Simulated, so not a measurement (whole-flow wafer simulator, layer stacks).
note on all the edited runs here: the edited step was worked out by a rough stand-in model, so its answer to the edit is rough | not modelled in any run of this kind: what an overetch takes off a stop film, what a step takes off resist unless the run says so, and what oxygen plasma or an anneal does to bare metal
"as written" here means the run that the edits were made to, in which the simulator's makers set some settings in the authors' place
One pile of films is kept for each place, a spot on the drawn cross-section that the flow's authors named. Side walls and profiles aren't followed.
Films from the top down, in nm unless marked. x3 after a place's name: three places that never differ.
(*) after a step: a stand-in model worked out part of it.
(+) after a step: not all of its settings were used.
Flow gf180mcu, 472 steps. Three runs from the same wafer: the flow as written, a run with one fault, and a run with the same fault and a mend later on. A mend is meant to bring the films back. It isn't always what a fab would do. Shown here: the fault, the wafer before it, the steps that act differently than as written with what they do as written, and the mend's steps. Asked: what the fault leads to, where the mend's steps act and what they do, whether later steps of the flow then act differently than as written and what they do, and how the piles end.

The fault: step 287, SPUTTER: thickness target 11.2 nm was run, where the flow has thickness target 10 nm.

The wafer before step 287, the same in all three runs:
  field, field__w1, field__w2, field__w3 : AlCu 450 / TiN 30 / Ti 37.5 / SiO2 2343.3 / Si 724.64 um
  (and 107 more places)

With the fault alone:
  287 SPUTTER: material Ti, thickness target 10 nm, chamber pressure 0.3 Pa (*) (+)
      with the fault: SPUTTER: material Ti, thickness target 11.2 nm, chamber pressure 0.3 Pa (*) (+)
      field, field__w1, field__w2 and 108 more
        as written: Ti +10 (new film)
        with the fault: Ti +11.2 (new film)
  Later steps of the flow that act differently than as written (5 more steps differ only slightly, by at most 2% or 0.5 nm, whichever is larger, and aren't shown):
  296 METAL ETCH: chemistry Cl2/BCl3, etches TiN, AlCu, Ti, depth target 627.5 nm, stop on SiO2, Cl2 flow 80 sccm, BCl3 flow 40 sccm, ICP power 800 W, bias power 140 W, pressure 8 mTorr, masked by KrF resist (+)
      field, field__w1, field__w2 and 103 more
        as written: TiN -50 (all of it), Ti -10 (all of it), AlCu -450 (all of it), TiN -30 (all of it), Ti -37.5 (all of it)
        with the fault: TiN -50 (all of it), Ti -11.2 (all of it), AlCu -450 (all of it), TiN -30 (all of it), Ti -37.5 (all of it)
  At the end the piles differ from the flow's by more than 2% or 0.5 nm, whichever is larger, at field__w8, contact, m1, m1__w1, m1_nw.
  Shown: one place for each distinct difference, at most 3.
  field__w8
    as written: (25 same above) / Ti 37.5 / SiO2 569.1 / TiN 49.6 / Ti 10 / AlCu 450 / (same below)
    with the fault: (25 same above) / Ti 37.5 / SiO2 567.9 / TiN 49.6 / Ti 11.2 / AlCu 450 / (same below)
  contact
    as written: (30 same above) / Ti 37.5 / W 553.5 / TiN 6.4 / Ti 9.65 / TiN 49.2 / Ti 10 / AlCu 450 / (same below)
    with the fault: (30 same above) / Ti 37.5 / W 552.3 / TiN 6.41 / Ti 9.66 / TiN 49.2 / Ti 11.2 / AlCu 450 / (same below)

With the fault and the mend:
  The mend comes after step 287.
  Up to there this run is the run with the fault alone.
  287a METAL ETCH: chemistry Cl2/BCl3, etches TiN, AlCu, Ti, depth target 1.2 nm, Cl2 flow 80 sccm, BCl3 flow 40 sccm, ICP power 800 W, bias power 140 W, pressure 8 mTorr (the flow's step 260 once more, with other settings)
      field, field__w1, field__w2 and 108 more
        Ti -1.2
  No later step of the flow acts differently than as written at any place that is followed.
  At the end the piles are the same as the flow's at every place that both follow.
